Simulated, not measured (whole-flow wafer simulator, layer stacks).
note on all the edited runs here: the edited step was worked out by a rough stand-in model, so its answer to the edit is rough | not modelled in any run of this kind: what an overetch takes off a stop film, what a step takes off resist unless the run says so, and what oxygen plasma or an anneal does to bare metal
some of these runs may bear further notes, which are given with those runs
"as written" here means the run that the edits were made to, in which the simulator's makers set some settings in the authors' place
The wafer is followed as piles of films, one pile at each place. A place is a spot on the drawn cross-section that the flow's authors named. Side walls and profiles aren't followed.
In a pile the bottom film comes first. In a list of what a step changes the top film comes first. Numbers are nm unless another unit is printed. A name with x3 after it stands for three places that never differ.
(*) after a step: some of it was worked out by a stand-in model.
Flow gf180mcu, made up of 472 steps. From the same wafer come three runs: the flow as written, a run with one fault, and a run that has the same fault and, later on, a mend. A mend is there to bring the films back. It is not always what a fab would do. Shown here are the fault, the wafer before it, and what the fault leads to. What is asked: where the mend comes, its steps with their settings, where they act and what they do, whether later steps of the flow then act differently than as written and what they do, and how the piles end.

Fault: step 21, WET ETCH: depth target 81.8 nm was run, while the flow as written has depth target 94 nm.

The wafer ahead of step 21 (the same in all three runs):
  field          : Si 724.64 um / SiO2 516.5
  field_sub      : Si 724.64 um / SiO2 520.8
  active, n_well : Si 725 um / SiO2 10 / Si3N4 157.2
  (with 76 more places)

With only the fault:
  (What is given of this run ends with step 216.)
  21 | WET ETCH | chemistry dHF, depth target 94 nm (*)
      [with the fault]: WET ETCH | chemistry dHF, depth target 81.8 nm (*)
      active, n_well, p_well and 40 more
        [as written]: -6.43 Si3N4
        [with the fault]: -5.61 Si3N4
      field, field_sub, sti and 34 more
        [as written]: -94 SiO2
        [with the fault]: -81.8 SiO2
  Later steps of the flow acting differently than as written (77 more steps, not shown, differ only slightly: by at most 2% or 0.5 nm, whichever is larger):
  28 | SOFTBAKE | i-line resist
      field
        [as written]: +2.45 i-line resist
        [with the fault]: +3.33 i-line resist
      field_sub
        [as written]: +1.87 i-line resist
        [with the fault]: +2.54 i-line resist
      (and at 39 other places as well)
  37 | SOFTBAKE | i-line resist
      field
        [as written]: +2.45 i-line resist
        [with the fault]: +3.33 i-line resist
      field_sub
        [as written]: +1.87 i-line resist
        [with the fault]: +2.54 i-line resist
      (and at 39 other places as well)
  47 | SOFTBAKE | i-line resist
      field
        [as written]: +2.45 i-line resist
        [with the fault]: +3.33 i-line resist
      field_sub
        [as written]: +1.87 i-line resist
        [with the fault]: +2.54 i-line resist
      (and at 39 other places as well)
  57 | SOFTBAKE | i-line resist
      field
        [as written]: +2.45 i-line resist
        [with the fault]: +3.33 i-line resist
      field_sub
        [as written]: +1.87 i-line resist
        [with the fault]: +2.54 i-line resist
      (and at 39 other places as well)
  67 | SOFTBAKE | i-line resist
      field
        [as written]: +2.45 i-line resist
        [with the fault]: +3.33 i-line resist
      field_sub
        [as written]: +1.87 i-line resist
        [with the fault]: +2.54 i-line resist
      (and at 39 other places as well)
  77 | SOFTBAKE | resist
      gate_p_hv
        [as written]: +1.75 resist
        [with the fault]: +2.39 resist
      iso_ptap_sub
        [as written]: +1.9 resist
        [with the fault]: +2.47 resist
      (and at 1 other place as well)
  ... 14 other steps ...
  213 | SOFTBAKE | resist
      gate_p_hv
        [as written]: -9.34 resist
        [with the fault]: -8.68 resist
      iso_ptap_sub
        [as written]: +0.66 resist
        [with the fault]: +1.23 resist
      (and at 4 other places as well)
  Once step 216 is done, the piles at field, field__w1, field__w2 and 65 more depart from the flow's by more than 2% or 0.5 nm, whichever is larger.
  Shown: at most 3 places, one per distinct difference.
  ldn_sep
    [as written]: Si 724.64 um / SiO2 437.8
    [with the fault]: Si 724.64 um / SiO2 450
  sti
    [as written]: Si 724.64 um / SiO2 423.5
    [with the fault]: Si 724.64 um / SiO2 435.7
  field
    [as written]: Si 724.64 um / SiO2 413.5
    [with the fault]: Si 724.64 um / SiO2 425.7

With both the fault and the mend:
  After step 21 comes the mend.
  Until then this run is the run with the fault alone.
  21a | WET ETCH | chemistry dHF, depth target 12.2 nm (the flow's step 21 again, with other settings)
      field, field_sub, sti and 34 more
        -12.2 SiO2
  None of the later steps of the flow differs from how it acts as written, at any place that is followed, by more than 2% or 0.5 nm, whichever is larger.
  By the end, the piles equal the flow's at every place that both follow.
